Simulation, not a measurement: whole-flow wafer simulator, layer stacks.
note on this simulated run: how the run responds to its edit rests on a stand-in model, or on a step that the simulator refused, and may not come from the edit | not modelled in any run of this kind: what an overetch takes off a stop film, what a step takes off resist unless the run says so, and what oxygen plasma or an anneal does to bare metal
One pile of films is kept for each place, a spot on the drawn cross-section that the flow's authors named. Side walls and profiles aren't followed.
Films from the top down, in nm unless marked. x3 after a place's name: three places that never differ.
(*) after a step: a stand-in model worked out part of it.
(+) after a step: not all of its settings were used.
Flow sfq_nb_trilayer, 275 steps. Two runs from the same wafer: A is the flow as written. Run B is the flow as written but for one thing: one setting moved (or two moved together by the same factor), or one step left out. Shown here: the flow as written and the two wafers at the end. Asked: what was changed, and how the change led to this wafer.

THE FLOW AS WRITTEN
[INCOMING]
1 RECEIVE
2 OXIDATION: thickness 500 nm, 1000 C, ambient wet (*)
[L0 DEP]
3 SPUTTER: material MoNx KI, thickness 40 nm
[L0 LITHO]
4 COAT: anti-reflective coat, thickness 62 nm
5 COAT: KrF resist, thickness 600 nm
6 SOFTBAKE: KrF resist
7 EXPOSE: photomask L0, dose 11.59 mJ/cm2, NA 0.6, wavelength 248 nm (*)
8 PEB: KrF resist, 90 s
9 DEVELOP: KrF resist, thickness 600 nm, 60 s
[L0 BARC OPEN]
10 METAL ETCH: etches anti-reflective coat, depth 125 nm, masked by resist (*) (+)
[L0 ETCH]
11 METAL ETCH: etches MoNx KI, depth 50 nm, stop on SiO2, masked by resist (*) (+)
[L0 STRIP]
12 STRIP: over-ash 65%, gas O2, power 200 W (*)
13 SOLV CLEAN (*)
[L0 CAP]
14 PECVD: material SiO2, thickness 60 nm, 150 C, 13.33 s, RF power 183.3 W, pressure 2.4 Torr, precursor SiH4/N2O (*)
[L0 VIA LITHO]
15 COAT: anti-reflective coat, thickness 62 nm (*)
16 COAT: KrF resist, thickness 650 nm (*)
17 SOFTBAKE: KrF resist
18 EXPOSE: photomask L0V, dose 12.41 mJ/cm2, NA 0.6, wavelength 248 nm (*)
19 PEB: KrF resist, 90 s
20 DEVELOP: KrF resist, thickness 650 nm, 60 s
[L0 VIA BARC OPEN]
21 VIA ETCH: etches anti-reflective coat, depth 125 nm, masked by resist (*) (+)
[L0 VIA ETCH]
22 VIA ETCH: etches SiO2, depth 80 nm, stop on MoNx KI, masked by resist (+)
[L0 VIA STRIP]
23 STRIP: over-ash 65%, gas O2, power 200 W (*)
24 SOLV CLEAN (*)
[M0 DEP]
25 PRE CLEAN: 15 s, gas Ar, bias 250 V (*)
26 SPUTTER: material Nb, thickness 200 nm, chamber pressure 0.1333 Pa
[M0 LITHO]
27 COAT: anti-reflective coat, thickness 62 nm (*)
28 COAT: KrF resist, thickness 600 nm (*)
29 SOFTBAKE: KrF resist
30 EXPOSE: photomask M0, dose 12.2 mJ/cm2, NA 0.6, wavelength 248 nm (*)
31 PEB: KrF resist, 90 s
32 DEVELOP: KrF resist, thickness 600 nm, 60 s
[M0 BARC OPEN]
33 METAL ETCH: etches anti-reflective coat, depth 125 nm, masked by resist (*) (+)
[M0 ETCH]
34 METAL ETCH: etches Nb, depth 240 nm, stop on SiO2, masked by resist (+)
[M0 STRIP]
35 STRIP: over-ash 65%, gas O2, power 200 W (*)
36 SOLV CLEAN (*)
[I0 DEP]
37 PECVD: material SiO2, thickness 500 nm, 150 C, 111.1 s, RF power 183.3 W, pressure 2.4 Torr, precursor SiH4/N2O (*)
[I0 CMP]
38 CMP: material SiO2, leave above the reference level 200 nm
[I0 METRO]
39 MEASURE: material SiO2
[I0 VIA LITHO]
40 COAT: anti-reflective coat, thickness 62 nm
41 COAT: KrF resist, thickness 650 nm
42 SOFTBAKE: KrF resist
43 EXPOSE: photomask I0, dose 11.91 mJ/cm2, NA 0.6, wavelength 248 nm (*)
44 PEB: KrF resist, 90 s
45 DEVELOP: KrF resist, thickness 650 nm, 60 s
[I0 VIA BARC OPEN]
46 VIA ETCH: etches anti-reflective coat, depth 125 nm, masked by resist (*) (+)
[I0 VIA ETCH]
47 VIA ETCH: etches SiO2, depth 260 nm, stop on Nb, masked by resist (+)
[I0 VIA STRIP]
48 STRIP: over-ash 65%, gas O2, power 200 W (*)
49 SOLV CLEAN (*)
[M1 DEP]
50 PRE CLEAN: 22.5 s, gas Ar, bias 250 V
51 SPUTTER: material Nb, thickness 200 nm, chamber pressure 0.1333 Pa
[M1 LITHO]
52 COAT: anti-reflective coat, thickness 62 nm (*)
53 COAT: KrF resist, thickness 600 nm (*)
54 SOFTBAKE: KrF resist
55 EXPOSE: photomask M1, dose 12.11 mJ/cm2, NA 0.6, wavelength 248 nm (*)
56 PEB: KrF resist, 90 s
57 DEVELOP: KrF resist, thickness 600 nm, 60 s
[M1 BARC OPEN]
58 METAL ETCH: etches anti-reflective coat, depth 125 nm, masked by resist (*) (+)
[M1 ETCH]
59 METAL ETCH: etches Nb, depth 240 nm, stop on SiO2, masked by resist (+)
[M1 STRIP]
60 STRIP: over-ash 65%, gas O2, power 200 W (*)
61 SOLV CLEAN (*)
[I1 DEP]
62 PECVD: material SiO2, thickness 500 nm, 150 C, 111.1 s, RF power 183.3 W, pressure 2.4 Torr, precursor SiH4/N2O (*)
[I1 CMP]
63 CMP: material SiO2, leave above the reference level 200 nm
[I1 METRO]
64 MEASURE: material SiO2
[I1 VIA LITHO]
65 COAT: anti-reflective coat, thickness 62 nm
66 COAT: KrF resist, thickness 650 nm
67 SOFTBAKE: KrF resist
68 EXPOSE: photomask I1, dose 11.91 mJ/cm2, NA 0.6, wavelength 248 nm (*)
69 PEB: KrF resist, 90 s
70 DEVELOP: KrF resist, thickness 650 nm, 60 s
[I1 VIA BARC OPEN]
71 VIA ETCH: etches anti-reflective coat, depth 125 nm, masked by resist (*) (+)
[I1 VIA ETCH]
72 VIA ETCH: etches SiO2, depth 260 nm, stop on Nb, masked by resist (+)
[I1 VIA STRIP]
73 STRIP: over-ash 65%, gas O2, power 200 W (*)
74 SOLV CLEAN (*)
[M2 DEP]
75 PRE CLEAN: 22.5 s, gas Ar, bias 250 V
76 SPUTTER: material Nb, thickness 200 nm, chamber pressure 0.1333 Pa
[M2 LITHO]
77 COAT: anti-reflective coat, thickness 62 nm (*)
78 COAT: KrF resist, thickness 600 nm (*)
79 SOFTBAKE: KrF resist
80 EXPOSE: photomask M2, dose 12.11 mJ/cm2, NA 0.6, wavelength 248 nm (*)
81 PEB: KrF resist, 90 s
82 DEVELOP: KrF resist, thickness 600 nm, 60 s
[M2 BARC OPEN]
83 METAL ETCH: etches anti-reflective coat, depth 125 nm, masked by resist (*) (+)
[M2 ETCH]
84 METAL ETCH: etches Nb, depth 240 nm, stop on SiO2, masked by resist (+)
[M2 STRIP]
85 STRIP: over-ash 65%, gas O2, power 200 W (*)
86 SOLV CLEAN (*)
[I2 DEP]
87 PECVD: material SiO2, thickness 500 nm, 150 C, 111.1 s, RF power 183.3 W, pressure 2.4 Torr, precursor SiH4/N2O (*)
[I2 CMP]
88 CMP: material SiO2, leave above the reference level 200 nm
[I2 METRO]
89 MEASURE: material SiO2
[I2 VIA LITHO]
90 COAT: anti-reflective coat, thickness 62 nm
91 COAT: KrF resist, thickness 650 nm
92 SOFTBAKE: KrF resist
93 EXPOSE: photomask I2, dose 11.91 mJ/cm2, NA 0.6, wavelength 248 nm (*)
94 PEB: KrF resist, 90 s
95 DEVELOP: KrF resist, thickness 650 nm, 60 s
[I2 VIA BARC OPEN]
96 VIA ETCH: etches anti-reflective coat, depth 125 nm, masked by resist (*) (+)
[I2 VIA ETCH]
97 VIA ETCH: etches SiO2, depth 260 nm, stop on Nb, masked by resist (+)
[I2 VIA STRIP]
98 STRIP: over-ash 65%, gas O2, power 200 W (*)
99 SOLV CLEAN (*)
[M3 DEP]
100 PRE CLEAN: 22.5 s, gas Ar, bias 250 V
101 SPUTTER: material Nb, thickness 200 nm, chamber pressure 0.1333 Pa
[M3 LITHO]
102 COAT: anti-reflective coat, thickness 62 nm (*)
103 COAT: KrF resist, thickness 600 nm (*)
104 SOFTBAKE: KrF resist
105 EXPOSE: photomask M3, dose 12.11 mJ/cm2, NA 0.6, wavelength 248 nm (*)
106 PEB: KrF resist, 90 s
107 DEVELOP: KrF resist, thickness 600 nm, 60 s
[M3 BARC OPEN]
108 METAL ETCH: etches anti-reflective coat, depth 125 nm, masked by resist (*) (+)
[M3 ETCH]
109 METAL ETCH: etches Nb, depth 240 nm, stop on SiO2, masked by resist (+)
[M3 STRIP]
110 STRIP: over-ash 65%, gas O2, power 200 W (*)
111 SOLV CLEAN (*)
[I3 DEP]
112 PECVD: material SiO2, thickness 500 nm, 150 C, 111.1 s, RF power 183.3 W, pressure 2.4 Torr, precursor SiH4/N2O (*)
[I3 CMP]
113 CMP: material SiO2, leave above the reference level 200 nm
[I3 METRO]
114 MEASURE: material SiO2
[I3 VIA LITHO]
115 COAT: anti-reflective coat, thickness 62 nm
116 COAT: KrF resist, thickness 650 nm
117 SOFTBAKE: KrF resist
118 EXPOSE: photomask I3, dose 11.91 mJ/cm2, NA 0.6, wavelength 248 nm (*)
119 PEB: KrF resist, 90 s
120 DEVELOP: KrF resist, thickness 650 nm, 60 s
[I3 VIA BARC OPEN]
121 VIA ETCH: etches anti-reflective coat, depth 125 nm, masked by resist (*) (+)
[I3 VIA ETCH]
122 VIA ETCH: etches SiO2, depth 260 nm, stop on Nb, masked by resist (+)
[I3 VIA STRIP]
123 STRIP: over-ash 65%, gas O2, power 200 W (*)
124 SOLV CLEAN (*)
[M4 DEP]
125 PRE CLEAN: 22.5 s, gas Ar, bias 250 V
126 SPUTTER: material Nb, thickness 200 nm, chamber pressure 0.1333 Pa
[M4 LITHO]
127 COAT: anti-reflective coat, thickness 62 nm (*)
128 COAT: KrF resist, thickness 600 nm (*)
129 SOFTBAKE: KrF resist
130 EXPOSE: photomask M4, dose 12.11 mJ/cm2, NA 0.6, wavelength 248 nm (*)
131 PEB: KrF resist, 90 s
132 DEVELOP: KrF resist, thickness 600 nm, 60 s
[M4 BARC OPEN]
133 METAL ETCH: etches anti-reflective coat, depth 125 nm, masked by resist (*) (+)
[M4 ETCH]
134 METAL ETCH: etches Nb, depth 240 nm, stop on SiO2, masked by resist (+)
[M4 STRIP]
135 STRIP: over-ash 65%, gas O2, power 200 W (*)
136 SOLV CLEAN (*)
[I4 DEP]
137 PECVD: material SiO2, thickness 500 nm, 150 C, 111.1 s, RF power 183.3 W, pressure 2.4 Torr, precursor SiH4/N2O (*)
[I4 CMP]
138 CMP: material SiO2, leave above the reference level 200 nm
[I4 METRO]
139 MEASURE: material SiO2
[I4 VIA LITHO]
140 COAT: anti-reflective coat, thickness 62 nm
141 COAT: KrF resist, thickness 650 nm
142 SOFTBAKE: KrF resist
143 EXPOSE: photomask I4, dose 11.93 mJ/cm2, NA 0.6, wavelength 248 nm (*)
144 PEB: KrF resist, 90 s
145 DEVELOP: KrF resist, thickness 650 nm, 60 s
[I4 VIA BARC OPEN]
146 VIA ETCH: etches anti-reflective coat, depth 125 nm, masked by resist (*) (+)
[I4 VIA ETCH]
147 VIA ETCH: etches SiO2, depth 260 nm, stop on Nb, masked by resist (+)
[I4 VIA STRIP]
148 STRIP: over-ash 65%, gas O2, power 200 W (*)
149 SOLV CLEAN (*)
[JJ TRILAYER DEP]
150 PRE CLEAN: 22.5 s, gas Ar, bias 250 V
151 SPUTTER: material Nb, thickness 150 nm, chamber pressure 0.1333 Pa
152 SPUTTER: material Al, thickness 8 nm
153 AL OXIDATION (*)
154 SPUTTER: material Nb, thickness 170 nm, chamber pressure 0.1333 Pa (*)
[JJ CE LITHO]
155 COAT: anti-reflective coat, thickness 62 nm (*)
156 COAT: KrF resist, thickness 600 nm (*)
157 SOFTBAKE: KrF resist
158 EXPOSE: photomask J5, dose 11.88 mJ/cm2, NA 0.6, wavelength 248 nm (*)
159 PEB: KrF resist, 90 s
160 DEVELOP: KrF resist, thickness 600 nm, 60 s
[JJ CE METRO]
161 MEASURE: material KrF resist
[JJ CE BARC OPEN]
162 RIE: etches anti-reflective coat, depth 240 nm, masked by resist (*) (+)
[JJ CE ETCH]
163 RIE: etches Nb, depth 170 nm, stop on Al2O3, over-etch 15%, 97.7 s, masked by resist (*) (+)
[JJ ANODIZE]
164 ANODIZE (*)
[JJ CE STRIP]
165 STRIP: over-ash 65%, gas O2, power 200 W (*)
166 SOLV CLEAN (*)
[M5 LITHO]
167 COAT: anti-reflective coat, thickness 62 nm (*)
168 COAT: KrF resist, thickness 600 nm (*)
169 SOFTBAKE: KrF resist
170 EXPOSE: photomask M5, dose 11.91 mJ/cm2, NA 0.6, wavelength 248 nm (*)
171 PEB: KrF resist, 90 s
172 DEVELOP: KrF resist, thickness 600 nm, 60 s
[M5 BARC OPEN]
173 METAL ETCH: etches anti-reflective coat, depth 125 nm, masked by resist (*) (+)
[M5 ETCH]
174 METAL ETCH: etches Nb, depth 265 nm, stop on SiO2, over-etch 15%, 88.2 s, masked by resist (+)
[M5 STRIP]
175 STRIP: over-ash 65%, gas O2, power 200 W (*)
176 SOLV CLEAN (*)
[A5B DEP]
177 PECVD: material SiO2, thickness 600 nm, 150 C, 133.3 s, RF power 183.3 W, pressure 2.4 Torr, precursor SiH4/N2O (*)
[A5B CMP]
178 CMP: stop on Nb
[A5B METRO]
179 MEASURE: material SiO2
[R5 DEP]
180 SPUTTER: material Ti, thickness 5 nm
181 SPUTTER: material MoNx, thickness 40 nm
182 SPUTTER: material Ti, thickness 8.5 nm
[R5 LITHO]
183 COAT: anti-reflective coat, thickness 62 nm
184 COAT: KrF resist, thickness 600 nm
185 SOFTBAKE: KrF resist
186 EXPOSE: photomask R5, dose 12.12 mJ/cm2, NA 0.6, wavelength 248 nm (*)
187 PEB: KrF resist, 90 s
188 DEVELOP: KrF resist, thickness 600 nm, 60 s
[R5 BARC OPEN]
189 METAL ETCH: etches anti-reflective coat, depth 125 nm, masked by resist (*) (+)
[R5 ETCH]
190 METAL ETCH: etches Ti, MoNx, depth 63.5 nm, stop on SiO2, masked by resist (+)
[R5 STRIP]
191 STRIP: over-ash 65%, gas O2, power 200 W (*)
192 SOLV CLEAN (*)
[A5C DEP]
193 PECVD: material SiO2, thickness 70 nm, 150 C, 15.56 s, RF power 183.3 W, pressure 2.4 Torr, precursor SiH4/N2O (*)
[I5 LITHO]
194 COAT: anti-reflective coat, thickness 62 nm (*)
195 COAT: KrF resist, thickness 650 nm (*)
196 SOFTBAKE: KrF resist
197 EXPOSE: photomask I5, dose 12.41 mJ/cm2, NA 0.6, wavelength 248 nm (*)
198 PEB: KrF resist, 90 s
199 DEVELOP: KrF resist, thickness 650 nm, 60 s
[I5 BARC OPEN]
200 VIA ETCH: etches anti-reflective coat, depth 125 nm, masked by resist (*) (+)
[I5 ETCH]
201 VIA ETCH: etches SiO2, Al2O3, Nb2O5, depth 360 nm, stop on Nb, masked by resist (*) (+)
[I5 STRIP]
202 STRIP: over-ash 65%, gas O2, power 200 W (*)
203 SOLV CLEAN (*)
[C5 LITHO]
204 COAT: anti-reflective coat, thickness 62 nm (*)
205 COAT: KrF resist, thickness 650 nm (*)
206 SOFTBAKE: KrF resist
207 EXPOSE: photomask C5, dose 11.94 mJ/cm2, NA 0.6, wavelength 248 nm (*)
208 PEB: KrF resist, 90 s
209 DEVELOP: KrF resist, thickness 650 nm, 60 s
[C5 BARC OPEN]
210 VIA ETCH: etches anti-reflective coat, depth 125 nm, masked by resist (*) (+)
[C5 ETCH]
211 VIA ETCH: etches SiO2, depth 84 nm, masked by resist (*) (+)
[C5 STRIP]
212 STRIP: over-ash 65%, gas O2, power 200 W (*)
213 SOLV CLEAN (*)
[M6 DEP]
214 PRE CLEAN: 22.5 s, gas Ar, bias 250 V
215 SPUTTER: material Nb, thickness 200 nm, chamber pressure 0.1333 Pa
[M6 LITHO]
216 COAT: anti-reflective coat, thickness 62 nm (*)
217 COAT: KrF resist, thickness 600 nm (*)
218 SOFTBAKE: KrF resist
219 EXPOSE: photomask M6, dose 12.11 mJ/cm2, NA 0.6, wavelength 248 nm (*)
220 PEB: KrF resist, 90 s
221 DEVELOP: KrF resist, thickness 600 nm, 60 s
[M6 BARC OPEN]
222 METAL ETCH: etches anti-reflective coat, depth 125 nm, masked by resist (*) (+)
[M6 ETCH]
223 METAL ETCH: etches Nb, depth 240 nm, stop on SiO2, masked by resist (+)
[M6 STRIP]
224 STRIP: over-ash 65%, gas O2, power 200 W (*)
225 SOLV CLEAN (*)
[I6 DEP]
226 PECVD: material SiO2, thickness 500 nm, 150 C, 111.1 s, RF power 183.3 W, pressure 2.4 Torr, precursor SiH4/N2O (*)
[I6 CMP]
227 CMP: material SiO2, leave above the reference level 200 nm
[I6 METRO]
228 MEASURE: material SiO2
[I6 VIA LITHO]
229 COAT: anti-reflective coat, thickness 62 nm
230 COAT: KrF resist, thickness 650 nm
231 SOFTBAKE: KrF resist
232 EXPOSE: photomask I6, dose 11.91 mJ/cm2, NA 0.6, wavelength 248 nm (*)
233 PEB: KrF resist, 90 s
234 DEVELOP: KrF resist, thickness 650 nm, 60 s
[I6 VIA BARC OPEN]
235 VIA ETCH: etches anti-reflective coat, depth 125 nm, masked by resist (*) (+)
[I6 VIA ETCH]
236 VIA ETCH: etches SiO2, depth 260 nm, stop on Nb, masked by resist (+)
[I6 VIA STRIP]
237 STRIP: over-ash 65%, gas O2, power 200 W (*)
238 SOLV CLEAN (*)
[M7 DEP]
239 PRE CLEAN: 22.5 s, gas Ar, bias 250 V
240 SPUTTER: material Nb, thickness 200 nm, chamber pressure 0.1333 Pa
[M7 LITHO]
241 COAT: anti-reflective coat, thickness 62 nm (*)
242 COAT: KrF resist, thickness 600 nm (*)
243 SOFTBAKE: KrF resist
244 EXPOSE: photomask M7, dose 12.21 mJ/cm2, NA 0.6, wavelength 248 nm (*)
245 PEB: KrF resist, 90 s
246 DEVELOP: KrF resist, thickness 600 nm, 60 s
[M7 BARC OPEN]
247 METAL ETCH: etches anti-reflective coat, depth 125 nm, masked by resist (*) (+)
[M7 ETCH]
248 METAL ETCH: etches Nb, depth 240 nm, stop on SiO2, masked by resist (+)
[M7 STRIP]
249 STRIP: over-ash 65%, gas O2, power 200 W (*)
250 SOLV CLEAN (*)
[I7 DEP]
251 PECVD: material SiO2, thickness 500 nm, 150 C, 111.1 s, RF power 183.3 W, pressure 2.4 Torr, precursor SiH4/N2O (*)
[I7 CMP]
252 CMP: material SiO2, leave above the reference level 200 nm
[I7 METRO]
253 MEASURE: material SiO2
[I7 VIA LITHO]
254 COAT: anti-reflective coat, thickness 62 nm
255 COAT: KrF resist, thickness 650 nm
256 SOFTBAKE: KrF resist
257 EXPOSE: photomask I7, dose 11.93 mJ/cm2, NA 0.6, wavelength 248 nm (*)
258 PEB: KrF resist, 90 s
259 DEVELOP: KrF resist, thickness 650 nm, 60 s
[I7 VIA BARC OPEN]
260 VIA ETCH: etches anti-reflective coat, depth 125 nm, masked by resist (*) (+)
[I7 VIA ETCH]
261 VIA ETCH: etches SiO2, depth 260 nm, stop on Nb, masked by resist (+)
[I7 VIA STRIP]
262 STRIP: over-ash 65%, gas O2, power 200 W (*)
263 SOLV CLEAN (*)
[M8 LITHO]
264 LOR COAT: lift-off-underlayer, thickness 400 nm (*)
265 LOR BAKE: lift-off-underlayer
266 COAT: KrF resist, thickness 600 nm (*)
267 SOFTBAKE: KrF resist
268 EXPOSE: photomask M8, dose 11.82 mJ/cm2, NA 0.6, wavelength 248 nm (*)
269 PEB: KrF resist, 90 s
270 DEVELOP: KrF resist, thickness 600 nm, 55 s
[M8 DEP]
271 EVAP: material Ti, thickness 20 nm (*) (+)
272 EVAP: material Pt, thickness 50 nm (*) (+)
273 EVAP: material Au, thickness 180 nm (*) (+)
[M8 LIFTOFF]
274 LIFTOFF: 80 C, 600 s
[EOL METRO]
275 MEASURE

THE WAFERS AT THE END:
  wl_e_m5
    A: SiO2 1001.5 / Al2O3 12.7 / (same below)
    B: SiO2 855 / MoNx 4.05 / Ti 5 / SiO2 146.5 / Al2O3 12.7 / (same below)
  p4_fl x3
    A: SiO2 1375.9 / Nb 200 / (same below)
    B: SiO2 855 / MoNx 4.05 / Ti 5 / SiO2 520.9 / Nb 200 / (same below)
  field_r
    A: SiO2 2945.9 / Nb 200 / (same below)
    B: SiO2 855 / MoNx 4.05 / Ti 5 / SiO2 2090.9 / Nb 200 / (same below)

The cause: step 190, METAL ETCH: depth 44.45 nm was run, where the flow has depth 63.5 nm.

How the change led to this, step by step:
  190 METAL ETCH: etches Ti, MoNx, depth 63.5 nm, stop on SiO2, masked by resist (+)
      field_l, v_sur, via_wl and 92 more: A Ti -8.5 (all of it), MoNx -40 (all of it), Ti -5 (all of it) | B Ti -8.5 (all of it), MoNx -36
      ce_l, c5j, ce_r, wl_jj: A Ti -8.5 (all of it), MoNx -40 (all of it), Ti -5 (all of it), Nb -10 | B Ti -8.5 (all of it), MoNx -36
      (and at 7 more places)
  193 PECVD: material SiO2, thickness 70 nm, 150 C, 15.56 s, RF power 183.3 W, pressure 2.4 Torr, precursor SiH4/N2O (*)
      field_l, v_sur, via_wl and 92 more: A SiO2 +70 | B SiO2 +70 (new film)
  194 COAT: anti-reflective coat, thickness 62 nm (*)
      wl_j_sl, wl_j_sr: A anti-reflective coat +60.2 (new film) | B anti-reflective coat +62 (new film)
      r5r_spacepad_l, r5r_spacepad_r: A anti-reflective coat +84.4 (new film) | B anti-reflective coat +80.5 (new film)
      (and at 11 more places)
  201 VIA ETCH: etches SiO2, Al2O3, Nb2O5, depth 360 nm, stop on Nb, masked by resist (*) (+)
      be: A SiO2 -216.4 (all of it), Al2O3 -12.7 (all of it), Nb2O5 -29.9 (all of it) | B SiO2 -69.8 (all of it), MoNx -4.05 (all of it), Ti -5 (all of it), SiO2 -146.5 (all of it), Al2O3 -12.7 (all of it), Nb2O5 -29.9 (all of it)
  202 STRIP: over-ash 65%, gas O2, power 200 W (*)
      wl_j_sl, wl_j_sr: A KrF resist -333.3 (all of it), anti-reflective coat -60.2 (all of it) | B KrF resist -333.2 (all of it), anti-reflective coat -62 (all of it)
      r5r_spacepad_l, r5r_spacepad_r: A KrF resist -335.6 (all of it), anti-reflective coat -84.4 (all of it) | B KrF resist -335.2 (all of it), anti-reflective coat -80.5 (all of it)
      (and at 11 more places)
  204 COAT: anti-reflective coat, thickness 62 nm (*)
      wl_j_sl, wl_j_sr: A anti-reflective coat +60.2 (new film) | B anti-reflective coat +62 (new film)
      r5r_spacepad_l, r5r_spacepad_r: A anti-reflective coat +84.4 (new film) | B anti-reflective coat +80.5 (new film)
      (and at 11 more places)
  210 VIA ETCH: etches anti-reflective coat, depth 125 nm, masked by resist (*) (+)
      c5j: A anti-reflective coat -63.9 (all of it), SiO2 -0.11 | B anti-reflective coat -61.3 (all of it), SiO2 -0.13
  211 VIA ETCH: etches SiO2, depth 84 nm, masked by resist (*) (+)
      c5j: A SiO2 -69.9 (all of it), Nb -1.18 | B SiO2 -69.9 (all of it)
  212 STRIP: over-ash 65%, gas O2, power 200 W (*)
      wl_j_sl, wl_j_sr: A KrF resist -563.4 (all of it), anti-reflective coat -60.2 (all of it) | B KrF resist -562.6 (all of it), anti-reflective coat -62 (all of it)
      r5r_spacepad_l, r5r_spacepad_r: A KrF resist -565.8 (all of it), anti-reflective coat -84.4 (all of it) | B KrF resist -564.7 (all of it), anti-reflective coat -80.5 (all of it)
      (and at 10 more places)
  214 PRE CLEAN: 22.5 s, gas Ar, bias 250 V
      c5j: A Nb -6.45 | B MoNx -4.05 (all of it), Ti -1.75
  215 SPUTTER: material Nb, thickness 200 nm, chamber pressure 0.1333 Pa
      c5j: A Nb +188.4 | B Nb +189.1 (new film)
  216 COAT: anti-reflective coat, thickness 62 nm (*)
      r5r_line_l, r5r_line_c, r5r_line_r: A anti-reflective coat +50 (new film) | B anti-reflective coat +51.5 (new film)
      wl_j_sl, wl_j_sr: A anti-reflective coat +60.2 (new film) | B anti-reflective coat +62 (new film)
      (and at 12 more places)
  222 METAL ETCH: etches anti-reflective coat, depth 125 nm, masked by resist (*) (+)
      r5r_line_l, r5r_line_c, r5r_line_r: A anti-reflective coat -50 (all of it) | B anti-reflective coat -51.5 (all of it)
      r5r_spacepad_l, r5r_spacepad_r: A anti-reflective coat -85.7 (all of it) | B anti-reflective coat -81.3 (all of it)
      (and at 1 more place)
  224 STRIP: over-ash 65%, gas O2, power 200 W (*)
      wl_j_sl, wl_j_sr: A KrF resist -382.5 (all of it), anti-reflective coat -60.2 (all of it) | B KrF resist -382.4 (all of it), anti-reflective coat -62 (all of it)
      be_sur: A KrF resist -371.2 (all of it), anti-reflective coat -43.8 (all of it) | B KrF resist -371 (all of it), anti-reflective coat -42.9 (all of it)
      (and at 8 more places)
  226 PECVD: material SiO2, thickness 500 nm, 150 C, 111.1 s, RF power 183.3 W, pressure 2.4 Torr, precursor SiH4/N2O (*)
      r5r_spacepad_l, r5r_spacepad_r: A SiO2 +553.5 | B SiO2 +541.9
  227 CMP: material SiO2, leave above the reference level 200 nm
      ce_l, ce_r, wl_jj: A SiO2 -290 | B SiO2 -300
      be_r, r_sur, r_end: A SiO2 -353.5 | B SiO2 -344.4
      (and at 7 more places)
Counting metal films that touch as one body, wl_e_m5 has 7 bodies (between them, from the top down: SiO2 146.5 / Al2O3 12.7 / Nb2O5 29.9; SiO2 192.5; SiO2 192.5; SiO2 192.5; SiO2 192.5; SiO2 192.5); the flow as written gives 6 bodies (between them, from the top down: SiO2 192.5; SiO2 192.5; SiO2 192.5; SiO2 192.5; SiO2 192.5).
Counting metal films that touch as one body, p4_fl x3 has 3 bodies (between them, from the top down: SiO2 520.9; SiO2 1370); the flow as written gives 2 bodies (between them, from the top down: SiO2 1370).
Counting metal films that touch as one body, field_r has 2 bodies (between them, from the top down: SiO2 2090.9); the flow as written gives 1 body.
